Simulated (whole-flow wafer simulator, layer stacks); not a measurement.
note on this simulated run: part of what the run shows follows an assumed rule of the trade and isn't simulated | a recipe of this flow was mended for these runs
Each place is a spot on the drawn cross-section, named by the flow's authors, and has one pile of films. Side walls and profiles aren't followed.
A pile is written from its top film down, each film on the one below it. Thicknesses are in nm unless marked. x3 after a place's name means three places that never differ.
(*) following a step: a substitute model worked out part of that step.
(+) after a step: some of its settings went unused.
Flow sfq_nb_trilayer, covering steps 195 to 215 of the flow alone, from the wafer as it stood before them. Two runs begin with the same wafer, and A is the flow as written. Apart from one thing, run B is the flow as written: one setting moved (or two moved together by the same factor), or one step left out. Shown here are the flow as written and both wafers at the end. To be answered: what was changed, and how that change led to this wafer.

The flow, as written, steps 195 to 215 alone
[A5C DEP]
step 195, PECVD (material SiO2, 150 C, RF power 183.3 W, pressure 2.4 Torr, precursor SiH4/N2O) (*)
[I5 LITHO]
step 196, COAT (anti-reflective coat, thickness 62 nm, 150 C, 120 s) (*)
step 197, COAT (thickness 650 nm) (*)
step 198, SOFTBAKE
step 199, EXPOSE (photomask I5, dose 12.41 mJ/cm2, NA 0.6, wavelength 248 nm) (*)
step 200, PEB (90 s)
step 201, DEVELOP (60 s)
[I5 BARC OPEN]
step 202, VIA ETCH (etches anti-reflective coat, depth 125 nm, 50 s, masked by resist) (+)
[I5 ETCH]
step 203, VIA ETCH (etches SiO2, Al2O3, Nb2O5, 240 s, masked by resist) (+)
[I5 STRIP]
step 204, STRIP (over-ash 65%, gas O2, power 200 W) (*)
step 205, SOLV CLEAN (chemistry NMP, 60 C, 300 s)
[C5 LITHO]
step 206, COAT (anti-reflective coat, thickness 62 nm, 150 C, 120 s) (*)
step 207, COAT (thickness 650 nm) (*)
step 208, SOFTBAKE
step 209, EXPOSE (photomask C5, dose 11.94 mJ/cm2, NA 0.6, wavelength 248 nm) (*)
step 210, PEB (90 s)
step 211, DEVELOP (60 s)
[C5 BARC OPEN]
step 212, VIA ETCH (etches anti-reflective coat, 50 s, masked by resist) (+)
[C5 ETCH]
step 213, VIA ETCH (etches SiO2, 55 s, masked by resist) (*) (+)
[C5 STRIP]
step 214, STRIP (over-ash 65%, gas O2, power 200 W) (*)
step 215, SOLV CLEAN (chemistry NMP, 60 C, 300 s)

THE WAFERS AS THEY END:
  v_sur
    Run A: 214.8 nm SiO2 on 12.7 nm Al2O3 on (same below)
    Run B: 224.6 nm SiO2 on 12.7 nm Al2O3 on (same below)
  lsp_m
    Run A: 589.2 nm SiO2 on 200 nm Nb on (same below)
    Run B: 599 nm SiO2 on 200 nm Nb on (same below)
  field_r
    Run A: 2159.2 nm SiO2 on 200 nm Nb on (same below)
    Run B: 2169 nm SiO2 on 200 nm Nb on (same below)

What caused this: step 195, PECVD: RF power 247.9 W was run, though the flow has RF power 183.3 W.

Step by step, how the change led to this:
  step 195, PECVD (material SiO2, 150 C, RF power 183.3 W, pressure 2.4 Torr, precursor SiH4/N2O) (*)
      field_l, v_sur, via_wl and 92 more: A SiO2 gains 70 | B SiO2 gains 79.7
      ce_l, c5j, ce_r and 8 more: A SiO2 gains 70 (new film) | B SiO2 gains 79.7 (new film)
  step 203, VIA ETCH (etches SiO2, Al2O3, Nb2O5, 240 s, masked by resist) (+)
      be: A SiO2 loses 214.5 (all of it), Al2O3 loses 12.7 (all of it), Nb2O5 loses 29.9 (all of it), Nb loses 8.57 | B SiO2 loses 224.3 (all of it), Al2O3 loses 12.7 (all of it), Nb2O5 loses 29.9 (all of it), Nb loses 7.76
  step 213, VIA ETCH (etches SiO2, 55 s, masked by resist) (*) (+)
      c5j: A SiO2 loses 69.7 (all of it), Nb loses 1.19 | B SiO2 loses 79.5 (all of it), Nb loses 0.38
      res: A SiO2 loses 69.7 (all of it), Ti loses 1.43 | B SiO2 loses 79.4 (all of it), Ti loses 0.46
